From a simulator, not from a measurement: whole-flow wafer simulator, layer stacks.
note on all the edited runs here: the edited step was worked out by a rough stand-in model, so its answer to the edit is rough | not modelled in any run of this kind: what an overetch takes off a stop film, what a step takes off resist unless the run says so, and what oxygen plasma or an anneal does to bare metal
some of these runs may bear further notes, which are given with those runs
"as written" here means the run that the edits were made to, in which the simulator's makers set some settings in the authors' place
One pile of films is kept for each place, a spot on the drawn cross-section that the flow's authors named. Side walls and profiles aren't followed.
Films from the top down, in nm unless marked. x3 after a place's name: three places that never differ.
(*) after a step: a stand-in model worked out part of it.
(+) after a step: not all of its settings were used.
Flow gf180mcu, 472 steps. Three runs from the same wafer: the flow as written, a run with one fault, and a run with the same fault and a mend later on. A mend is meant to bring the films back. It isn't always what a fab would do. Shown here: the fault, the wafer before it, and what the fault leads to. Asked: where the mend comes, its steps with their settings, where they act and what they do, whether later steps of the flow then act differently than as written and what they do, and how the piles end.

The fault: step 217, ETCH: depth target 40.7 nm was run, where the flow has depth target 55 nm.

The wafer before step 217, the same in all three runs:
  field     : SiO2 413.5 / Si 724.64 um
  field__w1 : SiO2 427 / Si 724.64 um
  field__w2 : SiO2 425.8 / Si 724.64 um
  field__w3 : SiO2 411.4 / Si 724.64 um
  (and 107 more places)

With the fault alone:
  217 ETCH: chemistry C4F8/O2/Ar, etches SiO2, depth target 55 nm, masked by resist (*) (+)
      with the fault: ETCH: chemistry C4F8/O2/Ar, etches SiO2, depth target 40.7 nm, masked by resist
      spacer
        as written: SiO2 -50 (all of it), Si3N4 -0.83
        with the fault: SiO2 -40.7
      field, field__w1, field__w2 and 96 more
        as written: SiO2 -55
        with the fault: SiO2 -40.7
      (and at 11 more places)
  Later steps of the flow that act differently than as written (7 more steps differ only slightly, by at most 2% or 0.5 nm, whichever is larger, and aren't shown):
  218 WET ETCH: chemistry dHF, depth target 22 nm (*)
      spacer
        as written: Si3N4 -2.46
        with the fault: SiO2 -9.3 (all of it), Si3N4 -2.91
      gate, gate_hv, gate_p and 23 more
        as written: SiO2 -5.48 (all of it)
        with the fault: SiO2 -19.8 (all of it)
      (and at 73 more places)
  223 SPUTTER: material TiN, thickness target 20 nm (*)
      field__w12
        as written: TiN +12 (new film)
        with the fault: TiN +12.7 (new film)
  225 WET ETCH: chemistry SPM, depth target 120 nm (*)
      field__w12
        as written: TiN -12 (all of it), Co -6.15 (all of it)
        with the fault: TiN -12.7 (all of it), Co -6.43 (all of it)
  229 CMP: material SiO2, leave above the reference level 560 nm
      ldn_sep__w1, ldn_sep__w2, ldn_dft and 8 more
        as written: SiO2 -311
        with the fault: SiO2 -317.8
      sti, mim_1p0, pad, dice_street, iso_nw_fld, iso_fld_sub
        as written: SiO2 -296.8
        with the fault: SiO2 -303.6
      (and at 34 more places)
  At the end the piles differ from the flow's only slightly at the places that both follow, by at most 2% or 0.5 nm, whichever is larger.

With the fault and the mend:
  The mend comes after step 217.
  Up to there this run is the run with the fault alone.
  217a ETCH: chemistry C4F8/O2/Ar, etches SiO2, depth target 14.3 nm, masked by resist (*) (+) (the flow's step 217 once more, with other settings)
      field, field__w1, field__w2 and 96 more
        SiO2 -14.3
      field__w5, field__w9, field__w13 and 8 more
        resist -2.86
      spacer
        SiO2 -9.3 (all of it), Si3N4 -0.83
  No later step of the flow acts differently than as written at any place that is followed.
  At the end the piles are the same as the flow's at every place that both follow.
